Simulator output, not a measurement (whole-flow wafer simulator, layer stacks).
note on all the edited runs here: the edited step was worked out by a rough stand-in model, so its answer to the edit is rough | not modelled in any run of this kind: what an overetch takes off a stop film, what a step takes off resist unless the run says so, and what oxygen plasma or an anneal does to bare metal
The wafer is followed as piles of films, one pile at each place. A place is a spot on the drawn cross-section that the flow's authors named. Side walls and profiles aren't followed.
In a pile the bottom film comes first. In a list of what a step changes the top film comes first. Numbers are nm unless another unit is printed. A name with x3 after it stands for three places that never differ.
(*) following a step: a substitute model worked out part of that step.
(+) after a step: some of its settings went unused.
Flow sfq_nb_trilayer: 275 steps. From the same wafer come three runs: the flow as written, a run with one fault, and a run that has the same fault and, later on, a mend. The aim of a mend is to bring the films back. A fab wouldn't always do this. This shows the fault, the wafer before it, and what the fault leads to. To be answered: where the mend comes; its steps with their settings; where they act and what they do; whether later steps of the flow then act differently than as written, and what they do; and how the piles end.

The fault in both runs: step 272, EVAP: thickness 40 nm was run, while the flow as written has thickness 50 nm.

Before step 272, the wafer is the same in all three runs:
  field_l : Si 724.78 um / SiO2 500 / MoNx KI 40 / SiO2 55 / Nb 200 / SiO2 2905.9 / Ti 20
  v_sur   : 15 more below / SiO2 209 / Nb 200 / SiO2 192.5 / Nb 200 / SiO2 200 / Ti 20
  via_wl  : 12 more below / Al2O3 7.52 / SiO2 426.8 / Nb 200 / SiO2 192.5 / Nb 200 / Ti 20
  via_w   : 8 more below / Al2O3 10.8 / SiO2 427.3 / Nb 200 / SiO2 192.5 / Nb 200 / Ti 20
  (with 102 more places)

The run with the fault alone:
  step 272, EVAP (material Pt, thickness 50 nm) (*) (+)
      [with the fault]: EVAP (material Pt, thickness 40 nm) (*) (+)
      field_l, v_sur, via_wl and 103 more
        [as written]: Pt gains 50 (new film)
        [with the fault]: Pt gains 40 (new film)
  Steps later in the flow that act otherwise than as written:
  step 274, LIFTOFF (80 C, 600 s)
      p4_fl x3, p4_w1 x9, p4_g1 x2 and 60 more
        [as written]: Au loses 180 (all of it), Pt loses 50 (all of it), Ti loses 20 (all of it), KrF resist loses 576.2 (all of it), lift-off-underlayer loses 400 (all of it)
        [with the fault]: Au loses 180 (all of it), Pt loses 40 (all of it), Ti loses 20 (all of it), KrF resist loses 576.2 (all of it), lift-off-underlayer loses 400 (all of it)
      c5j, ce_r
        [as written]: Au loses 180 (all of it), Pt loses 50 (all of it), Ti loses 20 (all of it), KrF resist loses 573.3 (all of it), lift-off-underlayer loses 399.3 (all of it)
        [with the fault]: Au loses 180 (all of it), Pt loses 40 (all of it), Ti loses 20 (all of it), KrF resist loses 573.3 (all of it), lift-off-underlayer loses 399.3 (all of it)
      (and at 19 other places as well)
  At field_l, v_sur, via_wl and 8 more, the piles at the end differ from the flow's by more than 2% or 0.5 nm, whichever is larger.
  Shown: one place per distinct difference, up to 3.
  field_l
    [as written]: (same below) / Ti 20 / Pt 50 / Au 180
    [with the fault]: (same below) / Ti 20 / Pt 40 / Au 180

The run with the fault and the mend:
  After step 272 comes the mend.
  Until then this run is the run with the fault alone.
  step 272a, EVAP (material Pt, thickness 10 nm) (*) (+) (a further turn of the flow's step 272, with different settings)
      field_l, v_sur, via_wl and 103 more
        Pt gains 10
  None of the later steps of the flow acts differently than as written at any place that is followed.
  By the end, the piles equal the flow's at every place that both follow.
